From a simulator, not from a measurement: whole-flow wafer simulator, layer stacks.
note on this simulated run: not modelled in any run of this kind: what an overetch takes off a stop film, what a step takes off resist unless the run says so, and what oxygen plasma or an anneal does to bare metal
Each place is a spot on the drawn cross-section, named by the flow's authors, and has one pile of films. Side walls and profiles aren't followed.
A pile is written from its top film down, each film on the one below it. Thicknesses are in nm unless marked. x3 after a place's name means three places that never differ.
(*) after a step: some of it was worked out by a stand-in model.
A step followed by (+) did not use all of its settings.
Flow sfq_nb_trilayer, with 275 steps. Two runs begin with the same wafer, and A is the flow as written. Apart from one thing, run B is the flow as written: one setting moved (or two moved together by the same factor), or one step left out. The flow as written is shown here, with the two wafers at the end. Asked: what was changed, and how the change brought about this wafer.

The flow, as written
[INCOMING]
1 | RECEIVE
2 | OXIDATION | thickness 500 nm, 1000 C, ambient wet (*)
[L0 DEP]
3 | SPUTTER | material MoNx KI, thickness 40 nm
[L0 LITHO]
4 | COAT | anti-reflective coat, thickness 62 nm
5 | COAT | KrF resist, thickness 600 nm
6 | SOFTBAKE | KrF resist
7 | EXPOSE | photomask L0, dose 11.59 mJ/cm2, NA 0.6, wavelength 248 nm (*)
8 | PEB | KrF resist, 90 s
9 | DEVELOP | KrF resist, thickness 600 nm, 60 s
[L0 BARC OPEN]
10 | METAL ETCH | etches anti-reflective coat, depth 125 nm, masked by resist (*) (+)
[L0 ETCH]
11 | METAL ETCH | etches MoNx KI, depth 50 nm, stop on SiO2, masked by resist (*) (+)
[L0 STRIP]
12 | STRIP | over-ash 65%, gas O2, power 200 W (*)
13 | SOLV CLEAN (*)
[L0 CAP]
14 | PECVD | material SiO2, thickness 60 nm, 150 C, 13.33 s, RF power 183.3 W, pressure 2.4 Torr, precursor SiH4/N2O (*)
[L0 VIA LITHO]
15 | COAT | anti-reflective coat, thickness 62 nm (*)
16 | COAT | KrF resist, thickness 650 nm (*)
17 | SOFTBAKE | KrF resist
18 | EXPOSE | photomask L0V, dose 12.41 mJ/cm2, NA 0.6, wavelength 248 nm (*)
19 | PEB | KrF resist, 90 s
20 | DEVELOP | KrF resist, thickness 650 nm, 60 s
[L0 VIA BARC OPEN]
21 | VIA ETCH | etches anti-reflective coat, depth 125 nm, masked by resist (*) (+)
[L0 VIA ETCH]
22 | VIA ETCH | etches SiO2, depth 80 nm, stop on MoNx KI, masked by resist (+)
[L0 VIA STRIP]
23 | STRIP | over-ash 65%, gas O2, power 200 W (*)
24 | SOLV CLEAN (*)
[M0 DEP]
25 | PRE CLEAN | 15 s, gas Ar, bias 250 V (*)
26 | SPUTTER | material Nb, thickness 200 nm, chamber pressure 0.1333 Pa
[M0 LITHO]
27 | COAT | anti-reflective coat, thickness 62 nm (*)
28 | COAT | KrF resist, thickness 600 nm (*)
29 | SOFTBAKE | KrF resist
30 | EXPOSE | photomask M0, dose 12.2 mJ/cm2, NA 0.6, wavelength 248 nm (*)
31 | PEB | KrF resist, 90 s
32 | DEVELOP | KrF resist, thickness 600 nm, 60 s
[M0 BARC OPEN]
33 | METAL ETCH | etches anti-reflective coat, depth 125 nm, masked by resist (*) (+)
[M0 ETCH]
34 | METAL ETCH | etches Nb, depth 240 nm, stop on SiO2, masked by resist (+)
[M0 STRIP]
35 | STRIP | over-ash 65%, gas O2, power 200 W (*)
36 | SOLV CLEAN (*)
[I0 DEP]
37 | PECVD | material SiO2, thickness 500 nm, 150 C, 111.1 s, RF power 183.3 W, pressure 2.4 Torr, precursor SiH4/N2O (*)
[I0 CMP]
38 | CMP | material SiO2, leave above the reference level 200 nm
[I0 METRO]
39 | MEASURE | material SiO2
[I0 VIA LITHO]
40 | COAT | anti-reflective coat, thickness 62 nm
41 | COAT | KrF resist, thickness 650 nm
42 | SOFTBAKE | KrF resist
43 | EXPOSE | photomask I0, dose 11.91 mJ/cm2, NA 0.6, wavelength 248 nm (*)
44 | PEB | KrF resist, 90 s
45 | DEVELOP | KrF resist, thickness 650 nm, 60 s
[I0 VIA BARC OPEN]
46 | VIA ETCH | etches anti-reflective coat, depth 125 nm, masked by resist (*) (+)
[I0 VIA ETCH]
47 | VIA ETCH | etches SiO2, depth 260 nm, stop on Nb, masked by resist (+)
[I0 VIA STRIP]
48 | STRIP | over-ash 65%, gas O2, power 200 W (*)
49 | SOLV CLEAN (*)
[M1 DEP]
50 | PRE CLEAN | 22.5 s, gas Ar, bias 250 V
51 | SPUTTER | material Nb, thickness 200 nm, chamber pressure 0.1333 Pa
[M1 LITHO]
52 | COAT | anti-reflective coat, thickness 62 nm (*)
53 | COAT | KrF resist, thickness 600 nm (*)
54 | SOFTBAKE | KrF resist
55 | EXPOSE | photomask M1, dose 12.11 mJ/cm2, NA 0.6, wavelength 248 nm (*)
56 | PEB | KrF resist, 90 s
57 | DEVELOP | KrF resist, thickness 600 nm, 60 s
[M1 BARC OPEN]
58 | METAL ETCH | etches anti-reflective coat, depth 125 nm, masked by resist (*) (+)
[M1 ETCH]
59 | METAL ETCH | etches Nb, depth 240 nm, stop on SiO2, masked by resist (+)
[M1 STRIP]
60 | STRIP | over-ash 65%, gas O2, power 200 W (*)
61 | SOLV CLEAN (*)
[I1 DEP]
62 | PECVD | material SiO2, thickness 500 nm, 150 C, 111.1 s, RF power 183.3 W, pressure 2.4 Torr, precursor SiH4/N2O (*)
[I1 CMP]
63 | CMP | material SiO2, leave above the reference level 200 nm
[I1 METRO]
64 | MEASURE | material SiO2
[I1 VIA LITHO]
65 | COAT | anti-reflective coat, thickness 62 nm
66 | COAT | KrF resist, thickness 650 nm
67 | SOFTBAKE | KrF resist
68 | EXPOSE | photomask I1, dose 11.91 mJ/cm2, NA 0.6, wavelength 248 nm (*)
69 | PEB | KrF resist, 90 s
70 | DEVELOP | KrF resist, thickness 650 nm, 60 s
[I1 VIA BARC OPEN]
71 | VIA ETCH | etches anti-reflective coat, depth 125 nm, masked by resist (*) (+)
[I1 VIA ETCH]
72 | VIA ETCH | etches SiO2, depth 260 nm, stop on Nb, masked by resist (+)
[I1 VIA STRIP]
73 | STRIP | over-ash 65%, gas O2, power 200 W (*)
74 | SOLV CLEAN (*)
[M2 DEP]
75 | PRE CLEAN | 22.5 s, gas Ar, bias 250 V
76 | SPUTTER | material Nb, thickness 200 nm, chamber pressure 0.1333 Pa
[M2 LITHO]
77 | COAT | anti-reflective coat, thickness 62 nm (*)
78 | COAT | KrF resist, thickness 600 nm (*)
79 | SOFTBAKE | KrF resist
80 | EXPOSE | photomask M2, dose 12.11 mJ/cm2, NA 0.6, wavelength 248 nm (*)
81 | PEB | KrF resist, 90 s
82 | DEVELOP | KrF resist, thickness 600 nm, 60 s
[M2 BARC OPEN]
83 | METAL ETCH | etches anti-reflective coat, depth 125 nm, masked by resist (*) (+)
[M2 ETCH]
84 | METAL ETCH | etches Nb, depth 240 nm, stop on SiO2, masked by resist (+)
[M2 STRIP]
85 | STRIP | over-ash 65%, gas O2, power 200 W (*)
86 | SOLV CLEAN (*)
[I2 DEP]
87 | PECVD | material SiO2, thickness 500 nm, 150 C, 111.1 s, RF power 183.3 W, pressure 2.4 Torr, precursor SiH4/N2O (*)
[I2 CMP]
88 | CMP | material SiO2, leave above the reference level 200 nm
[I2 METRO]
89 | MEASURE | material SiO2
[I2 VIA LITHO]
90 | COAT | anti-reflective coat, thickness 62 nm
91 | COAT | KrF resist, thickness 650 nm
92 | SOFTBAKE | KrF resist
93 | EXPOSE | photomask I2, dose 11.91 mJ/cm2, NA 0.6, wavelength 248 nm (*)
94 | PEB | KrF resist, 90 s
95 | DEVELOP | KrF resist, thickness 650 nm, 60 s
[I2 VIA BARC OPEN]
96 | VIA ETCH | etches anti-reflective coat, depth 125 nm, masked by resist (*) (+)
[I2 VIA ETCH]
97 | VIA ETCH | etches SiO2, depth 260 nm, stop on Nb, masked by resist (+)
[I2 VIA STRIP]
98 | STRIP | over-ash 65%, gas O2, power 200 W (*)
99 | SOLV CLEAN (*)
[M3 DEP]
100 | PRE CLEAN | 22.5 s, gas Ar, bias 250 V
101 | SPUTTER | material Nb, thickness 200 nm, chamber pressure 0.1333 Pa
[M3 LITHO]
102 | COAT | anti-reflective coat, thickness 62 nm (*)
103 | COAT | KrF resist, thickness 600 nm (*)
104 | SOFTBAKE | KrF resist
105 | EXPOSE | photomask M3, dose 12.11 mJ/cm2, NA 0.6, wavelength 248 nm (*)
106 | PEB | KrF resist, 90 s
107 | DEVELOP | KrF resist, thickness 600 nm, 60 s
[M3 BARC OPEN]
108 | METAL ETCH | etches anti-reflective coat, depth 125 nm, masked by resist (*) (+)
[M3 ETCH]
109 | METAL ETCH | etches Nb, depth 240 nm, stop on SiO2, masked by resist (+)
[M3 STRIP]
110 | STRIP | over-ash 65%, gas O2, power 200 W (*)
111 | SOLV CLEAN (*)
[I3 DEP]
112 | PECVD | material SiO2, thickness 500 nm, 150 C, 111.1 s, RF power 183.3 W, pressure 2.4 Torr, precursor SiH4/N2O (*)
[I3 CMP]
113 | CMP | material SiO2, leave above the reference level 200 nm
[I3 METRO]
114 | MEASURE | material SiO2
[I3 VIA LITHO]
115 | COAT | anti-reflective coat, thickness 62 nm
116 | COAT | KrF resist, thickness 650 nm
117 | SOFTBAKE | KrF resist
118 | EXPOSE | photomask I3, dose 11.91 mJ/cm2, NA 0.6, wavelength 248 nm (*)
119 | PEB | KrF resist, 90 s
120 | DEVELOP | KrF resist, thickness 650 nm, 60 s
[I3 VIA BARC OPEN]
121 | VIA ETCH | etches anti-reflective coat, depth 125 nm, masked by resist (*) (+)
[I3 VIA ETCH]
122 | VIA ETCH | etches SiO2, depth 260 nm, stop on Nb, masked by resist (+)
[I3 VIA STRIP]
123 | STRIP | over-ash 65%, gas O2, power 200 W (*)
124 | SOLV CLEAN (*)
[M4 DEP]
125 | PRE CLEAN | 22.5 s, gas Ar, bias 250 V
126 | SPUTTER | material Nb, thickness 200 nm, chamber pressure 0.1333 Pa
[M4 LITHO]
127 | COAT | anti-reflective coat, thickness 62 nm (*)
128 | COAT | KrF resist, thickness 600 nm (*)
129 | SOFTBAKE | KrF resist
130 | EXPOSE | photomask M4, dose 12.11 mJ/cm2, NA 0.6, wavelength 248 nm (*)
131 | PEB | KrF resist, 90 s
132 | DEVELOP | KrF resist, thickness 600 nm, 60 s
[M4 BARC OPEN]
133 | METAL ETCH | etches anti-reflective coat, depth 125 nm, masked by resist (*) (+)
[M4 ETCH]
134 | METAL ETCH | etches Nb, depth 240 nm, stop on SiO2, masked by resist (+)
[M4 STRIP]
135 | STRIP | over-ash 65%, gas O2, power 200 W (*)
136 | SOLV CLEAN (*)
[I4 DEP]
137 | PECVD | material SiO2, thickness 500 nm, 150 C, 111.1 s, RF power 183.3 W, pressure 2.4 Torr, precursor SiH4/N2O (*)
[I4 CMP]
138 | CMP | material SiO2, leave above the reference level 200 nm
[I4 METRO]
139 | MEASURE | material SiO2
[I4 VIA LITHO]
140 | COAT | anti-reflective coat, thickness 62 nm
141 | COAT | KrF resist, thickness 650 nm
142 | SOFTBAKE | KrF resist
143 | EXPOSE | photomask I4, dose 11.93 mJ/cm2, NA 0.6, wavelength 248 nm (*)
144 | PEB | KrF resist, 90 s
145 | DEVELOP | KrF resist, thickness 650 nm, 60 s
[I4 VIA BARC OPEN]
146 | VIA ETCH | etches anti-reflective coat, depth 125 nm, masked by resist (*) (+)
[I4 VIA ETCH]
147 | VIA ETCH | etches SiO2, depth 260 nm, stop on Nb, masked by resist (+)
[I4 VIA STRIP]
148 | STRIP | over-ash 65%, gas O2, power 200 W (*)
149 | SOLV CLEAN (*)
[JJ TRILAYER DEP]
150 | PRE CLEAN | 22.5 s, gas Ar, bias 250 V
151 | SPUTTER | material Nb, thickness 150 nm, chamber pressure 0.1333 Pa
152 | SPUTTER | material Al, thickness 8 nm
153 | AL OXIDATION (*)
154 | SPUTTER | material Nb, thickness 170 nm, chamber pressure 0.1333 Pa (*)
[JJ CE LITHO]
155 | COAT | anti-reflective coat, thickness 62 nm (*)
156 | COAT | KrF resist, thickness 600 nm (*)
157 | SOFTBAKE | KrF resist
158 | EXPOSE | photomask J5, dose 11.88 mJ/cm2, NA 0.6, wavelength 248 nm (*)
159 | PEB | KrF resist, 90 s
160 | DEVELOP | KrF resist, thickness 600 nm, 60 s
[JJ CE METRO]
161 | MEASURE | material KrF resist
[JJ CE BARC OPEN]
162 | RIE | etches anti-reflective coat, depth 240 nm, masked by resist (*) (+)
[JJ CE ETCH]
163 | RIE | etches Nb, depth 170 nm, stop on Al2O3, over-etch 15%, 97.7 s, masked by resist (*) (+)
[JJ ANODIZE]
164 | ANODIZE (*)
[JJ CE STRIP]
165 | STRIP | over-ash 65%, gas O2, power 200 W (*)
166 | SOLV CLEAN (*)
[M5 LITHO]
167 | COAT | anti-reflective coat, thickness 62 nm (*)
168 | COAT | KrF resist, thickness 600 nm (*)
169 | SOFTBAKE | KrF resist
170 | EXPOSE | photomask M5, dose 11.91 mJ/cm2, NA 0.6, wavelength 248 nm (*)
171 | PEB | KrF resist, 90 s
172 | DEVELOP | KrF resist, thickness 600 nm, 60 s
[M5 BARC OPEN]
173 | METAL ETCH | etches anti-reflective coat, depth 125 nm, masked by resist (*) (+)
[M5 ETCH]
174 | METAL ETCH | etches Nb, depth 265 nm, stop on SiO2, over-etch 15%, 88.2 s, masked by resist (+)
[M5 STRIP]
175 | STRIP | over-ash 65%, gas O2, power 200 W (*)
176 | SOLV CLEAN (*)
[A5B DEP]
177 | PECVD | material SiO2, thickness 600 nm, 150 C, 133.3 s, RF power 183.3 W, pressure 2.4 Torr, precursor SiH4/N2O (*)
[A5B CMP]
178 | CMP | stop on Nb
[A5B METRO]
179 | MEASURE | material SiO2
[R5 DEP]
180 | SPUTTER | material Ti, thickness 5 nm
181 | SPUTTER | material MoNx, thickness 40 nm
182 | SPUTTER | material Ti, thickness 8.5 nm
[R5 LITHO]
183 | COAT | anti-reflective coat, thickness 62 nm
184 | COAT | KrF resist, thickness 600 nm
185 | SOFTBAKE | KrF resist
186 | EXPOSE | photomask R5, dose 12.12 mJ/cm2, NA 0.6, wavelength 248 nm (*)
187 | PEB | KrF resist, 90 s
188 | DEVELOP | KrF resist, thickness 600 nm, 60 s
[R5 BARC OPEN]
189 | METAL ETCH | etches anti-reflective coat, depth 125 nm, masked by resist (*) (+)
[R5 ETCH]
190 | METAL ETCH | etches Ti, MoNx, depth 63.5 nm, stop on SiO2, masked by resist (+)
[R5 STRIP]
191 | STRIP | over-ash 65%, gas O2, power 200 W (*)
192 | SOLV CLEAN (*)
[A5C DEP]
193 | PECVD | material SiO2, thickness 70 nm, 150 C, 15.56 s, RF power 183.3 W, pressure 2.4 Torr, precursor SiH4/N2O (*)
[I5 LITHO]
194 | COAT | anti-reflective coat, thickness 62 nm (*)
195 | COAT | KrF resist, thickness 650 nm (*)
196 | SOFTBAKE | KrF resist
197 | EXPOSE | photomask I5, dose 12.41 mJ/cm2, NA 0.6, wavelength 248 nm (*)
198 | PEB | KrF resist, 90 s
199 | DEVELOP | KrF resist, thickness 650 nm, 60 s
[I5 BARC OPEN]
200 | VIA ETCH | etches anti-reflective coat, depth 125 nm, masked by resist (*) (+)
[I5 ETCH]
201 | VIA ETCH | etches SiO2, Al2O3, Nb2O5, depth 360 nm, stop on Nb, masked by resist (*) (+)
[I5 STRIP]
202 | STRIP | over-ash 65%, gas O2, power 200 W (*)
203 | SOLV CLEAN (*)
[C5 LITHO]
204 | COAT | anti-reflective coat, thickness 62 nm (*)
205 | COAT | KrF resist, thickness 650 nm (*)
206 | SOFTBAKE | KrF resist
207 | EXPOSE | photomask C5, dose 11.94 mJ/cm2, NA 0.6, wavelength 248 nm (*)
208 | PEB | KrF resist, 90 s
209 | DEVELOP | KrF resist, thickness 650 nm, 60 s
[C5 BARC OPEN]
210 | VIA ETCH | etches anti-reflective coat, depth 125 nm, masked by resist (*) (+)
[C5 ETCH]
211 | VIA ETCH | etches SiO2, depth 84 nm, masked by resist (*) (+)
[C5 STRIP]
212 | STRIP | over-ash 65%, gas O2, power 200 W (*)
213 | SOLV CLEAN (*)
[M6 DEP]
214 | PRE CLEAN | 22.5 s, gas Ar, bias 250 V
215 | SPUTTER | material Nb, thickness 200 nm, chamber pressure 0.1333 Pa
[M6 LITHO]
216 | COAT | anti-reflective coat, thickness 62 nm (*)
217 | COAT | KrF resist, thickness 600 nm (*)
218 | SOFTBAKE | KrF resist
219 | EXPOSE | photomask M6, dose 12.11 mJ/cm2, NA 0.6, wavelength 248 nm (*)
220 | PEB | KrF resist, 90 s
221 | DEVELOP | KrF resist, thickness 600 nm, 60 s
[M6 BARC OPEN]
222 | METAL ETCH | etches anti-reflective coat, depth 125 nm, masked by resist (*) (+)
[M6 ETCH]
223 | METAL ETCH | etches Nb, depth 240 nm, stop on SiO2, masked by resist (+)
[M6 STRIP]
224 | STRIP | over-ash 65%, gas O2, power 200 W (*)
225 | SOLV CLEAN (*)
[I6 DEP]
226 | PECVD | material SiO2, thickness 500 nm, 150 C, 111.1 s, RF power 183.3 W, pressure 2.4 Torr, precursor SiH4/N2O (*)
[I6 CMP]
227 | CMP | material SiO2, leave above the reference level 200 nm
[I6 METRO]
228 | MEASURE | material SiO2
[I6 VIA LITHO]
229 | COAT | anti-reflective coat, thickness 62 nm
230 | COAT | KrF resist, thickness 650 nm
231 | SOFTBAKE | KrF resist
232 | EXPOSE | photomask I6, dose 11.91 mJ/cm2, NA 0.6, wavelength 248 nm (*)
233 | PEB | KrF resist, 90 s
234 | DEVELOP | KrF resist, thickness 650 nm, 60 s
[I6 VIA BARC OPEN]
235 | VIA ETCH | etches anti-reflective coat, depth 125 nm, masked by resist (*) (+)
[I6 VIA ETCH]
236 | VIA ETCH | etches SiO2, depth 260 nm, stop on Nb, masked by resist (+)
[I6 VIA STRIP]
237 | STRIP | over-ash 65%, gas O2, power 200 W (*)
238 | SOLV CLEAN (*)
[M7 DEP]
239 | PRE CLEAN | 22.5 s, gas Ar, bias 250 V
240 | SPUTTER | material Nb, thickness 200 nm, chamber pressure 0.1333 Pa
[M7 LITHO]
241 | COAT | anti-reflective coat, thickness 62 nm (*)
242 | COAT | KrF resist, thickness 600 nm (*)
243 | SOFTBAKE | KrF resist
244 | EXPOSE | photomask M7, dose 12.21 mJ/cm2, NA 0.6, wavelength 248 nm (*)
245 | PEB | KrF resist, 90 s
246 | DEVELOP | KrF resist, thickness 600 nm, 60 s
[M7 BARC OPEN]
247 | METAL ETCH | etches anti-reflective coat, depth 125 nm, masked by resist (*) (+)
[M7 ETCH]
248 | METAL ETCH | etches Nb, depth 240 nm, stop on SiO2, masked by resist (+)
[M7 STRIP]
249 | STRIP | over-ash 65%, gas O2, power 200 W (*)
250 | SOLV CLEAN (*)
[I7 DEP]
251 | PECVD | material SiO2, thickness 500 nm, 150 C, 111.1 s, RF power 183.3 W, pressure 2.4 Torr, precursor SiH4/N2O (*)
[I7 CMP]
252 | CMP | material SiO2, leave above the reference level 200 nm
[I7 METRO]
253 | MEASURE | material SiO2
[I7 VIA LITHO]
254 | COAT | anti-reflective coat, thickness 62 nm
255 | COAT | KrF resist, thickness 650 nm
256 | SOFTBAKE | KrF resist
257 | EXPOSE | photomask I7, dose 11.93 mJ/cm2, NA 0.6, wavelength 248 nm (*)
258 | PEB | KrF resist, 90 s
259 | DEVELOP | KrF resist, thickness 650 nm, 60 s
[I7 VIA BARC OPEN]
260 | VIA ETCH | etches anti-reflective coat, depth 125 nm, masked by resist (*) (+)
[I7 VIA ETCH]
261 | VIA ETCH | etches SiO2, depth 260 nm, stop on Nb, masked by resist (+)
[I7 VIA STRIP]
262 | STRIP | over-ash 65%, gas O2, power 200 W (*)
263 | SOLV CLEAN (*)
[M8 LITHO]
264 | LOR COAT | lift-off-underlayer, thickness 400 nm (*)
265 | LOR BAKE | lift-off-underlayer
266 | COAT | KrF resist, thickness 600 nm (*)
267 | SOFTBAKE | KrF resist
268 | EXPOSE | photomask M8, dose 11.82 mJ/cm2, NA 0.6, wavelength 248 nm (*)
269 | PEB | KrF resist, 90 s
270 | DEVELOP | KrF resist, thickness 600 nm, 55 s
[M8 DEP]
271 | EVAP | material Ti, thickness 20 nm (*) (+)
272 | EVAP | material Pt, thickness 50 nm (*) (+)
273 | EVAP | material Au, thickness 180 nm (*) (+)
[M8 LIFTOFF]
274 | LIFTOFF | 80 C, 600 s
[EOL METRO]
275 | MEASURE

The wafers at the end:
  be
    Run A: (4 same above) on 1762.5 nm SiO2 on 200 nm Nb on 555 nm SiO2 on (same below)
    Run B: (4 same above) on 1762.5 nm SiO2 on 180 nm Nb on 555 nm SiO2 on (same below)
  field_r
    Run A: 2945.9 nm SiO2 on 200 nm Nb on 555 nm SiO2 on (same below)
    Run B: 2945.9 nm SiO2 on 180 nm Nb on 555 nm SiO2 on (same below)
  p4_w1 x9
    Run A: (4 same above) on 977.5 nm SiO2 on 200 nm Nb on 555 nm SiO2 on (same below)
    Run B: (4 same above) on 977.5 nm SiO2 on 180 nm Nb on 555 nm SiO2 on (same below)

The reason: step 26, SPUTTER: thickness 180 nm was run, though the flow has thickness 200 nm.
The wafer itself shows it: be has Nb 180, and step 26 as written asks for 200 nm.

How this came from the change, step by step:
  26 | SPUTTER | material Nb, thickness 200 nm, chamber pressure 0.1333 Pa
      field_l, v_sur, via_wl and 102 more: A +200 Nb (new film) | B +180 Nb (new film)
      l0v: A +195.7 Nb (new film) | B +175.7 Nb (new film)
  34 | METAL ETCH | etches Nb, depth 240 nm, stop on SiO2, masked by resist (+)
      moat, m0r_space_l x2: A -200 Nb (all of it) | B -180 Nb (all of it)
  37 | PECVD | material SiO2, thickness 500 nm, 150 C, 111.1 s, RF power 183.3 W, pressure 2.4 Torr, precursor SiH4/N2O (*)
      moat, m0r_space_l x2: A +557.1 SiO2 | B +537.1 SiO2
